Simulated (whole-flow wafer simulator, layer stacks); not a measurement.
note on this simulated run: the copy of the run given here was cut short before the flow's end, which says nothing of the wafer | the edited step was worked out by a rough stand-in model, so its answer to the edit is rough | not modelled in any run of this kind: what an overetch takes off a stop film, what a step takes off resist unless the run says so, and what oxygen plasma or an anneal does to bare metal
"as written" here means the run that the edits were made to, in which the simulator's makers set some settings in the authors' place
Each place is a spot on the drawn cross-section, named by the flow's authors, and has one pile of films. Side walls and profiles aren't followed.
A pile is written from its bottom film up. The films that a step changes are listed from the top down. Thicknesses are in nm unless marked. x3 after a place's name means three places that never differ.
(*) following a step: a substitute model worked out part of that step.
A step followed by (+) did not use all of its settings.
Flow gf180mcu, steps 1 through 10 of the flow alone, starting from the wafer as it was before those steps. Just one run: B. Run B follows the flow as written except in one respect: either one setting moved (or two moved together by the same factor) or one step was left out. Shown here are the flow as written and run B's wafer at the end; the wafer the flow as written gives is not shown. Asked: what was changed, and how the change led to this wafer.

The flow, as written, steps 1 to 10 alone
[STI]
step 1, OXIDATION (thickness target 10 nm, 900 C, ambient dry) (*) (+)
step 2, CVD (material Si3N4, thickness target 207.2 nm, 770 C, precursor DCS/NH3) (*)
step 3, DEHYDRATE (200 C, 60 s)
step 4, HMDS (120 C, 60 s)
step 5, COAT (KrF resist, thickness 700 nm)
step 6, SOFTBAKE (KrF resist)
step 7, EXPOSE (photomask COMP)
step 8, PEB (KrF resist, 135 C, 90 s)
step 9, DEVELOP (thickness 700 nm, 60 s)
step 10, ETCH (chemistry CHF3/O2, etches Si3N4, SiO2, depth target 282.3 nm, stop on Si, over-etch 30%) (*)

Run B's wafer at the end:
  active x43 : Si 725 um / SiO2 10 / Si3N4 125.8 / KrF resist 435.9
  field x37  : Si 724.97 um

What caused this: step 2, CVD: thickness target 125.8 nm was run, though the flow has thickness target 207.2 nm.
The wafer itself shows it: active x43 has Si3N4 125.8, and step 2 as written asks for 207.2 nm.

How this came from the change, step by step:
  step 2, CVD (material Si3N4, thickness target 207.2 nm, 770 C, precursor DCS/NH3) (*)
      field x37, active x43: Si3N4 gains 125.8 (new film) (in the flow as written it would be: Si3N4 gains 207.2 (new film))
  step 10, ETCH (chemistry CHF3/O2, etches Si3N4, SiO2, depth target 282.3 nm, stop on Si, over-etch 30%) (*)
      field x37: Si3N4 loses 125.8 (all of it), SiO2 loses 10 (all of it), Si loses 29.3 (in the flow as written it would be: Si3N4 loses 207.2 (all of it), SiO2 loses 10 (all of it), Si loses 13)
